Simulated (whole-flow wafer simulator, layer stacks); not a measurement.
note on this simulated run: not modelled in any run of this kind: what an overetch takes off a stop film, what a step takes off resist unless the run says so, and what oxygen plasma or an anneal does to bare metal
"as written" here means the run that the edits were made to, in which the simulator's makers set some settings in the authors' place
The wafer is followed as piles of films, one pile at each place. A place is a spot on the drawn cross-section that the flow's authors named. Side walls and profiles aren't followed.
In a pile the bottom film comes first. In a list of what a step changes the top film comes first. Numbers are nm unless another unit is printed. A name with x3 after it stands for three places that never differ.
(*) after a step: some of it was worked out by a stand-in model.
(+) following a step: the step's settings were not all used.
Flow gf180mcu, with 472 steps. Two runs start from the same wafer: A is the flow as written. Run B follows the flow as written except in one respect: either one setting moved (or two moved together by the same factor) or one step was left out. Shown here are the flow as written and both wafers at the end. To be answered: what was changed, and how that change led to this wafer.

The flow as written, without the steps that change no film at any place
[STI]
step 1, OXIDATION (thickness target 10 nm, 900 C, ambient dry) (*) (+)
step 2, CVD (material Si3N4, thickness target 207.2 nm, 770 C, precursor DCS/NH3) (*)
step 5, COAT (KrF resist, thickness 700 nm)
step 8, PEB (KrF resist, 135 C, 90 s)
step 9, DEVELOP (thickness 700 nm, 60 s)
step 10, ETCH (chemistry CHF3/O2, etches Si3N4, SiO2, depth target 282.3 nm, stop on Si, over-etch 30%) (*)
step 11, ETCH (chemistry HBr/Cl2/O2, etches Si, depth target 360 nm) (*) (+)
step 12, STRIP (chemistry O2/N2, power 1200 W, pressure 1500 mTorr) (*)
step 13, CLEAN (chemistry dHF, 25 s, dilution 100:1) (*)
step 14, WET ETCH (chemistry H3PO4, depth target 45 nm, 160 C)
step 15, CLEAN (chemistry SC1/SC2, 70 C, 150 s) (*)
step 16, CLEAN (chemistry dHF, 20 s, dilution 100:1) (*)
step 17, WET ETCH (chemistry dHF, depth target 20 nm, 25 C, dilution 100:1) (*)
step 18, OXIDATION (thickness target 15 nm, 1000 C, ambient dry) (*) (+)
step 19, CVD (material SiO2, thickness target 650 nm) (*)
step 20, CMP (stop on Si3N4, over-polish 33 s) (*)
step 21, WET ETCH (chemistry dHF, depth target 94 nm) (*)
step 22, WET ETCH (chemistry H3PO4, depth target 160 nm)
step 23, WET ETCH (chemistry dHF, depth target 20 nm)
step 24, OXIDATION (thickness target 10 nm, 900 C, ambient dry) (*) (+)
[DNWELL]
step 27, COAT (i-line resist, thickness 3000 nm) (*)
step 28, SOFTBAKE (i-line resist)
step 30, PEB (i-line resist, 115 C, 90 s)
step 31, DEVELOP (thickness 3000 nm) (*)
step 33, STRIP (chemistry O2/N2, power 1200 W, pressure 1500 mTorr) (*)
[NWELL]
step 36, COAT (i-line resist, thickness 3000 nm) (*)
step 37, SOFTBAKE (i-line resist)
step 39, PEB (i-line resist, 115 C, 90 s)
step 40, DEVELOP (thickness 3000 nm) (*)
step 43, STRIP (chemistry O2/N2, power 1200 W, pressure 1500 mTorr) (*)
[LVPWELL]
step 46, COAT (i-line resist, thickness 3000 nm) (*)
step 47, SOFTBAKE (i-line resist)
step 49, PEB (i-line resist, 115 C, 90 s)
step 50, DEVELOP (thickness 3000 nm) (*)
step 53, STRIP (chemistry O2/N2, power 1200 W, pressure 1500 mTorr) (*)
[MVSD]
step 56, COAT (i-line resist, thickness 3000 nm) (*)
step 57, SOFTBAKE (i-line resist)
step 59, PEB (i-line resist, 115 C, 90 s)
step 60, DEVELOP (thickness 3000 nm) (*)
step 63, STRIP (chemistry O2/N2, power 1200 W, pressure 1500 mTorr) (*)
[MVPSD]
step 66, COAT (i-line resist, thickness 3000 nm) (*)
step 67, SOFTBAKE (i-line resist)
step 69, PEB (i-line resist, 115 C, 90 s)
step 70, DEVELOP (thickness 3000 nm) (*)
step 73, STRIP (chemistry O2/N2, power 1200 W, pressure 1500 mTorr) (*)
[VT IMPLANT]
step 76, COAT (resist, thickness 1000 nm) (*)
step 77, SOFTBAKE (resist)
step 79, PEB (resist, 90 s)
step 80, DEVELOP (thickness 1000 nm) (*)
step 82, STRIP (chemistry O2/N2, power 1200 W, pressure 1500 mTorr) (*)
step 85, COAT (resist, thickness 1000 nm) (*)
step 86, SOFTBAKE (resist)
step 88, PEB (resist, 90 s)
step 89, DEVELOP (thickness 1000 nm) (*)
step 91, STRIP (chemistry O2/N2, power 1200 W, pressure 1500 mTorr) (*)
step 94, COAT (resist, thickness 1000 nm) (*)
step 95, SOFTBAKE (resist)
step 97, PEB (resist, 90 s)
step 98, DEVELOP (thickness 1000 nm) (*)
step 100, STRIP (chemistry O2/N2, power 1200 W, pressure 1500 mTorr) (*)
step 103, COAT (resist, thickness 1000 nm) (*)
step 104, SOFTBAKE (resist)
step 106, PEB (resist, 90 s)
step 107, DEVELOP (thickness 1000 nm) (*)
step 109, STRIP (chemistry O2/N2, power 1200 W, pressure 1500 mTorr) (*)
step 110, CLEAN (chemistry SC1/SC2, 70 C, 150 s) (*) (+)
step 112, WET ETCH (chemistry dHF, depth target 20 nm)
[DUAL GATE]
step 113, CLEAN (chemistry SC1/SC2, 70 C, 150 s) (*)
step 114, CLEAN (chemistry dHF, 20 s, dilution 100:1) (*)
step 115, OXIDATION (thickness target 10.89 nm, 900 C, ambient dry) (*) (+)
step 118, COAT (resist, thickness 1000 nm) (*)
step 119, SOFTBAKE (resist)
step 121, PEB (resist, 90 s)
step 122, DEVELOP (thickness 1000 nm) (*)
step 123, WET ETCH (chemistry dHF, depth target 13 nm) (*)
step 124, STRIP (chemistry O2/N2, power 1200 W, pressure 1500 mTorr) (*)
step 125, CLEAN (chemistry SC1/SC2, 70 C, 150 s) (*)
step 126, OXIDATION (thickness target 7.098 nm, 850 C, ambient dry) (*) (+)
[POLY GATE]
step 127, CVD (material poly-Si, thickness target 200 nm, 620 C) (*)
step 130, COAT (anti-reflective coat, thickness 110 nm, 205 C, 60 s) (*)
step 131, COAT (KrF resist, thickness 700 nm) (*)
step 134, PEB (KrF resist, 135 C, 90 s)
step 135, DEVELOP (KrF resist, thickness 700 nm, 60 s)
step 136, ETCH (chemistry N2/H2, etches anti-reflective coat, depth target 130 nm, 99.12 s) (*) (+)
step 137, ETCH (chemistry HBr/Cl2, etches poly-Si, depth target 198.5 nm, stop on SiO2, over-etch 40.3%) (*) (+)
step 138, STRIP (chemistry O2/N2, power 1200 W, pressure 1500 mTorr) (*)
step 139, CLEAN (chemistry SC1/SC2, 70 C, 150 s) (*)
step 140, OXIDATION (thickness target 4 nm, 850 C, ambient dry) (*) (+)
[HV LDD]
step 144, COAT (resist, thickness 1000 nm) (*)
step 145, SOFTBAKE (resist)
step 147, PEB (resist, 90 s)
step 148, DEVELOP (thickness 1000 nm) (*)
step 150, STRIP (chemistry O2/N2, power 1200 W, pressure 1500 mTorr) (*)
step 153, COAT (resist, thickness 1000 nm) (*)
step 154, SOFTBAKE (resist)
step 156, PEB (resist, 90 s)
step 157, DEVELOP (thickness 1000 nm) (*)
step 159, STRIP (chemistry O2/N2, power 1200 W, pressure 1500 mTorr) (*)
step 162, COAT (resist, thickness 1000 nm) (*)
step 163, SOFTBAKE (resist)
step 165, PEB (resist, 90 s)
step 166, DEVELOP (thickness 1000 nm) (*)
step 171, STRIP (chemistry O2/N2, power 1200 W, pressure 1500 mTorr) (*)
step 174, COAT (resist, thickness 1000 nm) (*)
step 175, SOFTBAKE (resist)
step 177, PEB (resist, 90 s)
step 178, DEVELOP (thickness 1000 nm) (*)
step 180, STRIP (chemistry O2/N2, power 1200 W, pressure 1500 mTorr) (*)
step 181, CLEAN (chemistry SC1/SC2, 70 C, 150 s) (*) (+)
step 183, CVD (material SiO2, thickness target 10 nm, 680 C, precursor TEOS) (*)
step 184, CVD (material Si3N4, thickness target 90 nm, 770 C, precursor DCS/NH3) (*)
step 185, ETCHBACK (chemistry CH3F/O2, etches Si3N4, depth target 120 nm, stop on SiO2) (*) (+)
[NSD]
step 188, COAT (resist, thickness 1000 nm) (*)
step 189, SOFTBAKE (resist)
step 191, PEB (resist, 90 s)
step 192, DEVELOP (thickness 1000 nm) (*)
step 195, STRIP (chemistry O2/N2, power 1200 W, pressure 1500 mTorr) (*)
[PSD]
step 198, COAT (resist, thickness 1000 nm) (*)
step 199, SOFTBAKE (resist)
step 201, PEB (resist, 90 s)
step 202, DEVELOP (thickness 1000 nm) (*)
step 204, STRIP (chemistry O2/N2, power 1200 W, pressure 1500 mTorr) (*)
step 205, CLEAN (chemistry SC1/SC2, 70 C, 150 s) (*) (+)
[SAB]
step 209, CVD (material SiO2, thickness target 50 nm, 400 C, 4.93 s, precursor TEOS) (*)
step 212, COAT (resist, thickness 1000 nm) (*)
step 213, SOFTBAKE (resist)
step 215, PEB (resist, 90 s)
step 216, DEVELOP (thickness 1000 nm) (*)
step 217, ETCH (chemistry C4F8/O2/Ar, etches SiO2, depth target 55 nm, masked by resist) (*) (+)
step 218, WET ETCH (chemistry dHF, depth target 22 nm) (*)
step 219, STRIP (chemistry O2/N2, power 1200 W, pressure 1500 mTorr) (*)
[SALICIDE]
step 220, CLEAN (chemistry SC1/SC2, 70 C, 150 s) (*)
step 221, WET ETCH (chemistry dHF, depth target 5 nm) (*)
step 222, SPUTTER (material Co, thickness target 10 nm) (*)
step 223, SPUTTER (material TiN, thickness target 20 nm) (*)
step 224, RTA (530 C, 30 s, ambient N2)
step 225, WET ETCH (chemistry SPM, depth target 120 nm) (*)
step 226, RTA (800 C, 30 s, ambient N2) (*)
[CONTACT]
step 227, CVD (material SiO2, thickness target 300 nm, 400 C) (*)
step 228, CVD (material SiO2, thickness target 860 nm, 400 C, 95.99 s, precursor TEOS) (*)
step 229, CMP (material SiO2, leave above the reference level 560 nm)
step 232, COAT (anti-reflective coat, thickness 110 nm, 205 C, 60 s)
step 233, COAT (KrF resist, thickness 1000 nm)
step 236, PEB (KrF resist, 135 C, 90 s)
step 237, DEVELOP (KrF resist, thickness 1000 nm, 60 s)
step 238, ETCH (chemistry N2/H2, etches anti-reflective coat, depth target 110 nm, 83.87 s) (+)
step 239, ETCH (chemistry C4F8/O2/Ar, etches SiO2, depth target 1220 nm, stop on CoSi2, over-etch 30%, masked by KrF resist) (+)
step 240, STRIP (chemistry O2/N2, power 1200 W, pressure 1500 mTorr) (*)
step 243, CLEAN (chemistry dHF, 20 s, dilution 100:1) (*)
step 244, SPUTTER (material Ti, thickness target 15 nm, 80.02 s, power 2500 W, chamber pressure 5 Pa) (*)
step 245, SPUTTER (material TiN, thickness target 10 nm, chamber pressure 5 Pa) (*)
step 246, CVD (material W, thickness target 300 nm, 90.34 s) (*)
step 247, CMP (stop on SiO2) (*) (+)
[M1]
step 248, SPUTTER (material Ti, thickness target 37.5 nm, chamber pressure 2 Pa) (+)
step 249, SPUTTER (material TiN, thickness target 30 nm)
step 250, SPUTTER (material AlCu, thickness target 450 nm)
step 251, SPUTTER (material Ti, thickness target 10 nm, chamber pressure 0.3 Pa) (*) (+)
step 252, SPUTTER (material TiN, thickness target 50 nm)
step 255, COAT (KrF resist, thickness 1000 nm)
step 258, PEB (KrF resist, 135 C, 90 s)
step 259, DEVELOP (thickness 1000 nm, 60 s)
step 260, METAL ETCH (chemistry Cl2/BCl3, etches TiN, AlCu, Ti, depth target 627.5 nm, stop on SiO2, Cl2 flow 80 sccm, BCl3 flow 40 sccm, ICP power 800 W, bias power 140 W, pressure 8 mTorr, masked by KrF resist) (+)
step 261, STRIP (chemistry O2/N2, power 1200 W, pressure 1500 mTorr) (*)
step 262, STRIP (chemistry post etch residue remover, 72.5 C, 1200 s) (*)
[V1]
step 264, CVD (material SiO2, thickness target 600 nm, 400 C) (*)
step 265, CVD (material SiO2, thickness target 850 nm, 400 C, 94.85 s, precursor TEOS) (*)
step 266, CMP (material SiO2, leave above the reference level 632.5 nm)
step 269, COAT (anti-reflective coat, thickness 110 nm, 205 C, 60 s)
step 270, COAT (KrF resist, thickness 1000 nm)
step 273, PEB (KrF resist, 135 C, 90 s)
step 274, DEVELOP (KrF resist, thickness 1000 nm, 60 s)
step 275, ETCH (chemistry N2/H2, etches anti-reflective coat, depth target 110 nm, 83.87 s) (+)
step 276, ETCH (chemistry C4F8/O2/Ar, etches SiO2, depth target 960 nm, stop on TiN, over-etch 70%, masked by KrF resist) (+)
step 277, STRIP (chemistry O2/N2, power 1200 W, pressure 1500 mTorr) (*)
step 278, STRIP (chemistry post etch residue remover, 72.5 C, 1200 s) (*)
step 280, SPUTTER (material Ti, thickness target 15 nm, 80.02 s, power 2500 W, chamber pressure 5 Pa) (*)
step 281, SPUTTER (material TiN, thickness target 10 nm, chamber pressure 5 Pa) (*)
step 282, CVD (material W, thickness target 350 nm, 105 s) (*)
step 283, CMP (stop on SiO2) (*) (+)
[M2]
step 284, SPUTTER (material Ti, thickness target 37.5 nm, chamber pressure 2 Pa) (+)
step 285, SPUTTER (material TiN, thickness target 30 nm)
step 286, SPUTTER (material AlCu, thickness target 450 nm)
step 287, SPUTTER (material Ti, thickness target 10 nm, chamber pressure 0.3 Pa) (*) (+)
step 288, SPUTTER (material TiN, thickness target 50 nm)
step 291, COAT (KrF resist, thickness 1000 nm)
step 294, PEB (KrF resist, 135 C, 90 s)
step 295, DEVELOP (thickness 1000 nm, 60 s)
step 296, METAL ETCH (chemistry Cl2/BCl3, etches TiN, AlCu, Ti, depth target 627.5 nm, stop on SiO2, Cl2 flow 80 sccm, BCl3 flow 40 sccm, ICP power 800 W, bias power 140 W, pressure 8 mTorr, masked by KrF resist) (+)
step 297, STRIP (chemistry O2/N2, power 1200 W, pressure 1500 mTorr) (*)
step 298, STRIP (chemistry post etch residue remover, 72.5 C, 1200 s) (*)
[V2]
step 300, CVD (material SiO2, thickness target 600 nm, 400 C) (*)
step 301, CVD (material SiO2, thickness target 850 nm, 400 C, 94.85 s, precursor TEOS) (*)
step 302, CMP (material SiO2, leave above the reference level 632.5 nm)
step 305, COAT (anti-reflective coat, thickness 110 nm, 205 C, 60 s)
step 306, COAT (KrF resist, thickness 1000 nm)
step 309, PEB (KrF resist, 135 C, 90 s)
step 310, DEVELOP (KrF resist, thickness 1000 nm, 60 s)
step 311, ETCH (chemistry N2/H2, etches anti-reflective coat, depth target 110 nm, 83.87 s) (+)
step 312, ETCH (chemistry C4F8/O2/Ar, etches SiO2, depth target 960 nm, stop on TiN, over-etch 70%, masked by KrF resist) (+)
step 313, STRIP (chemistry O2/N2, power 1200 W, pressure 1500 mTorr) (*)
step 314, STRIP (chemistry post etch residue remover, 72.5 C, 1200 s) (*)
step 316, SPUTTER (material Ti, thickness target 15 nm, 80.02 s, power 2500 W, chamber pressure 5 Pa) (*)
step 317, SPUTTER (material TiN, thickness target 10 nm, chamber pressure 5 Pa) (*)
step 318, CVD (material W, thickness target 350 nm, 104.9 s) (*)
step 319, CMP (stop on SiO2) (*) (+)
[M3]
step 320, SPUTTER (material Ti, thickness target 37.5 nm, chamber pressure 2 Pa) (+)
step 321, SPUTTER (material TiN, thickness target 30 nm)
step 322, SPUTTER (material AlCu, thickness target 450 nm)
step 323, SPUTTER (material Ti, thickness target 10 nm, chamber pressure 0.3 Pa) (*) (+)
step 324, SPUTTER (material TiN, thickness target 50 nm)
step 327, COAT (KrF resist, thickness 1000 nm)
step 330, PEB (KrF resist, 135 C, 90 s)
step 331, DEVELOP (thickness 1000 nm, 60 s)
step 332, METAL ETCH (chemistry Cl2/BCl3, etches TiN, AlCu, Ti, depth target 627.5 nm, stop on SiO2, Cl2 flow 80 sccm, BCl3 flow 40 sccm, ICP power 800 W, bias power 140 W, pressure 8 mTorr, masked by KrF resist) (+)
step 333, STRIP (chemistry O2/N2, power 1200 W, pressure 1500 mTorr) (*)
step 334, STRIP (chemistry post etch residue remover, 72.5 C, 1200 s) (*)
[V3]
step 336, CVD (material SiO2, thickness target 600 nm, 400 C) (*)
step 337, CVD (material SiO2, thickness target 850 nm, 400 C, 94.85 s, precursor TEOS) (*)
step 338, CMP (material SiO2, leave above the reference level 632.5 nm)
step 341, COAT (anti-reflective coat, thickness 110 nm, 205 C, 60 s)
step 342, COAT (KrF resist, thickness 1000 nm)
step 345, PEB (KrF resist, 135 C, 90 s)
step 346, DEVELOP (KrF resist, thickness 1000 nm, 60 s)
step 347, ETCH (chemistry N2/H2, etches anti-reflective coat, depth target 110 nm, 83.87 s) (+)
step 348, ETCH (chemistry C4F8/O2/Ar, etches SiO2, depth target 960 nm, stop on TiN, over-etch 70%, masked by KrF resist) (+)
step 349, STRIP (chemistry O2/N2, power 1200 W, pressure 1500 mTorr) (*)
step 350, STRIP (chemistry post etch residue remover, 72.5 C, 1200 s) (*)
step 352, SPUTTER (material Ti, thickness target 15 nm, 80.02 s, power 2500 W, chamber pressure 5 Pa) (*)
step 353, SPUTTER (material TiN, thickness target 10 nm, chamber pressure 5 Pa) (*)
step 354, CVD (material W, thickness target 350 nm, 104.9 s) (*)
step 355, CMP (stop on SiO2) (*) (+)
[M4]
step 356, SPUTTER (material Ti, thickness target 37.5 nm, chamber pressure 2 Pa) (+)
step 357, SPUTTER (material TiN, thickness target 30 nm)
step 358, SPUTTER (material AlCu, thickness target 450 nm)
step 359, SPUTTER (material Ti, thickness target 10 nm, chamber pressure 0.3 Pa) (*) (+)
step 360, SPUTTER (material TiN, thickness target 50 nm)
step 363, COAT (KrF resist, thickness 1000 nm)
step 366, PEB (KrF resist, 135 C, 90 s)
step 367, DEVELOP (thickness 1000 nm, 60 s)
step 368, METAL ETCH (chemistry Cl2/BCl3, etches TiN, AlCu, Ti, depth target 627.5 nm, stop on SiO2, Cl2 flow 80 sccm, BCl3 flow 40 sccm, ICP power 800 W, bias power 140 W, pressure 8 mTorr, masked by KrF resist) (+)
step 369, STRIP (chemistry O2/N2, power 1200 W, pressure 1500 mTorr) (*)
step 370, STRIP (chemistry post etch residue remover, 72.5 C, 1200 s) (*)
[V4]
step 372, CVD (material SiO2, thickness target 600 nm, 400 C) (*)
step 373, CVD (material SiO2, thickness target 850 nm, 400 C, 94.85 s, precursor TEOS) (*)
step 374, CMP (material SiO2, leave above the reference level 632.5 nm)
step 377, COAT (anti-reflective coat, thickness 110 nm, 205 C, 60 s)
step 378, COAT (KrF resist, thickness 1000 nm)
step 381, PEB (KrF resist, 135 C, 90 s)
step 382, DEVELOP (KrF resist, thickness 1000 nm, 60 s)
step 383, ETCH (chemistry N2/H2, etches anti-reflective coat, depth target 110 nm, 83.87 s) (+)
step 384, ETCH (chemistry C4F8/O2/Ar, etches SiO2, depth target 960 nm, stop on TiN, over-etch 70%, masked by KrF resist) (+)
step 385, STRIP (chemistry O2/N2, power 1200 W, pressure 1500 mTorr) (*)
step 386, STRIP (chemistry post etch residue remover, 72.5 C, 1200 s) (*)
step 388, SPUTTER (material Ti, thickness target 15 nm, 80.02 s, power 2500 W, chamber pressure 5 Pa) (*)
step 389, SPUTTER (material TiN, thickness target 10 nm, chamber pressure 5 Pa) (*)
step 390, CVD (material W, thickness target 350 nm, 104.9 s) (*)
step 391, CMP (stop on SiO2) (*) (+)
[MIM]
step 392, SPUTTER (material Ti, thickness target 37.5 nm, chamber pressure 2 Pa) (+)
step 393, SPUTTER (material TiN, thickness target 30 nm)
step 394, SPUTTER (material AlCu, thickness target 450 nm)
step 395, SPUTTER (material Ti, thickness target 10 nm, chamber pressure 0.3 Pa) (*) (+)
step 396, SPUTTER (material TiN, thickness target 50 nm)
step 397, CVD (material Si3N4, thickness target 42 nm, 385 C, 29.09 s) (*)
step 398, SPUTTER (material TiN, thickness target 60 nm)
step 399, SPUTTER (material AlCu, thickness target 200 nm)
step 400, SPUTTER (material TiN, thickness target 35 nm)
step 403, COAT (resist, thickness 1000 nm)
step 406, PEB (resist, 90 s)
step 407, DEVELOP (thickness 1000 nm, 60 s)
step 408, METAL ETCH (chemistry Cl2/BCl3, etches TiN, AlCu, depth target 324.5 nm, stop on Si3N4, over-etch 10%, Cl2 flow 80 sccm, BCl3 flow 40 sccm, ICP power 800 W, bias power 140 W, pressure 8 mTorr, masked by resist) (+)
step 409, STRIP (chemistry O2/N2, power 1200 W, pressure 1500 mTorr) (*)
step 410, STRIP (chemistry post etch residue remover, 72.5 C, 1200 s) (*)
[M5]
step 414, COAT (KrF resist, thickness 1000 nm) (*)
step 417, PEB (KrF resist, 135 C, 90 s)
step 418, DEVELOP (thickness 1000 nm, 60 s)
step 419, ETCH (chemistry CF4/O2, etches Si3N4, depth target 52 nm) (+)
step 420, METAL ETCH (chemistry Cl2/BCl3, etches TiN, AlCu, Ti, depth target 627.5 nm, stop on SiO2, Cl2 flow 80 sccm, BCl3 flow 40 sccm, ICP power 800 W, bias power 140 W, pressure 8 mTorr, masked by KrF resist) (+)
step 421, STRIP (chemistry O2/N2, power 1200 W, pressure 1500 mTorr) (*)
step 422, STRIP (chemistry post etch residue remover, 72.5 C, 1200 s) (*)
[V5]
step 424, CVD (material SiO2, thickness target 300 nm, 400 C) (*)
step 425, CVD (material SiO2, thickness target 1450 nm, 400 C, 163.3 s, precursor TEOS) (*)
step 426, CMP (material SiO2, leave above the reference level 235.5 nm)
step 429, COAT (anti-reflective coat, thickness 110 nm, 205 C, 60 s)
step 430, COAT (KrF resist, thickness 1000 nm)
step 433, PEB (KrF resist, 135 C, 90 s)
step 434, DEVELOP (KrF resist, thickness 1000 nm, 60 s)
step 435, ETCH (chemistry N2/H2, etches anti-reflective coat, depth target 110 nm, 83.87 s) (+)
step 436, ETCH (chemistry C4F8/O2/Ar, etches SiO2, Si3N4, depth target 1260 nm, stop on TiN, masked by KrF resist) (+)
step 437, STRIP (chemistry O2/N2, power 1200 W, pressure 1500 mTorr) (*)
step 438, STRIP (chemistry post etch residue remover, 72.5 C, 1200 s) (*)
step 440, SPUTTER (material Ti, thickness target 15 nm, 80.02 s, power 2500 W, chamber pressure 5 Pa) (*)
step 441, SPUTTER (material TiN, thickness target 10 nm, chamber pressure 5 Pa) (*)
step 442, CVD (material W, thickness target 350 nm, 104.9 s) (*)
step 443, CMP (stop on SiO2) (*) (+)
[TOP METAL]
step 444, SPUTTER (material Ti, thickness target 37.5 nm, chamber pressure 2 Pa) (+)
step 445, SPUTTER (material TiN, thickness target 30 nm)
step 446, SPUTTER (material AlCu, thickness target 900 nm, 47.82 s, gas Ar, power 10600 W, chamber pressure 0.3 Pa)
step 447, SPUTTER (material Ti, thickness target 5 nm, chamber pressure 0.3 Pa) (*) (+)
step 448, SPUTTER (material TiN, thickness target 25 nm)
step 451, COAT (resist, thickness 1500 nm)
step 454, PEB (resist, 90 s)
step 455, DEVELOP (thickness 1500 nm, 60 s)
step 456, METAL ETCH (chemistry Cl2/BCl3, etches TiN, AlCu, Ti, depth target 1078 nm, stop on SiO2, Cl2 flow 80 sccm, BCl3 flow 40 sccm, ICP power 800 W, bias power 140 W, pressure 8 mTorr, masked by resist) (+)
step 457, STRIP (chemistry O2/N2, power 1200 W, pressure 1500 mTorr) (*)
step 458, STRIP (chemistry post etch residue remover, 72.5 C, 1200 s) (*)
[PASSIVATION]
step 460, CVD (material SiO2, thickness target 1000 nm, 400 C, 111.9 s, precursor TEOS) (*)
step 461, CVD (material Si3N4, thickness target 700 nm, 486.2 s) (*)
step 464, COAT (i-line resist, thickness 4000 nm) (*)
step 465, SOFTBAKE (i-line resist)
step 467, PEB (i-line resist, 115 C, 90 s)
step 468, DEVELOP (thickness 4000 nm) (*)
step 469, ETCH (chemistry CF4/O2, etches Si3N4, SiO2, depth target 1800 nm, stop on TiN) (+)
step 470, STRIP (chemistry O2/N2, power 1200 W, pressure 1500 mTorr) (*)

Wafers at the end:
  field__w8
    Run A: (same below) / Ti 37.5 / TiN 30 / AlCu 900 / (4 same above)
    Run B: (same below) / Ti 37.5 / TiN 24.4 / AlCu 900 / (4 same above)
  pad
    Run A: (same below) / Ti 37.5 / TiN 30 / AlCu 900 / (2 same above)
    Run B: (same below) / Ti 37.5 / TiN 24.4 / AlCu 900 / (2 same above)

The reason: step 445, SPUTTER: thickness target 24.38 nm was run, while the flow as written has thickness target 30 nm.
The wafer itself shows it: field__w8 has TiN 24.4, and step 445 as written asks for 30 nm.

How this came from the change, step by step:
  step 445, SPUTTER (material TiN, thickness target 30 nm)
      field, field__w1, field__w2 and 109 more: A +30 TiN (new film) | B +24.4 TiN (new film)
  step 456, METAL ETCH (chemistry Cl2/BCl3, etches TiN, AlCu, Ti, depth target 1078 nm, stop on SiO2, Cl2 flow 80 sccm, BCl3 flow 40 sccm, ICP power 800 W, bias power 140 W, pressure 8 mTorr, masked by resist) (+)
      field, field__w1, field__w2 and 103 more: A -25 TiN (all of it), -5 Ti (all of it), -900 AlCu (all of it), -30 TiN (all of it), -37.5 Ti (all of it) | B -25 TiN (all of it), -5 Ti (all of it), -900 AlCu (all of it), -24.4 TiN (all of it), -37.5 Ti (all of it)
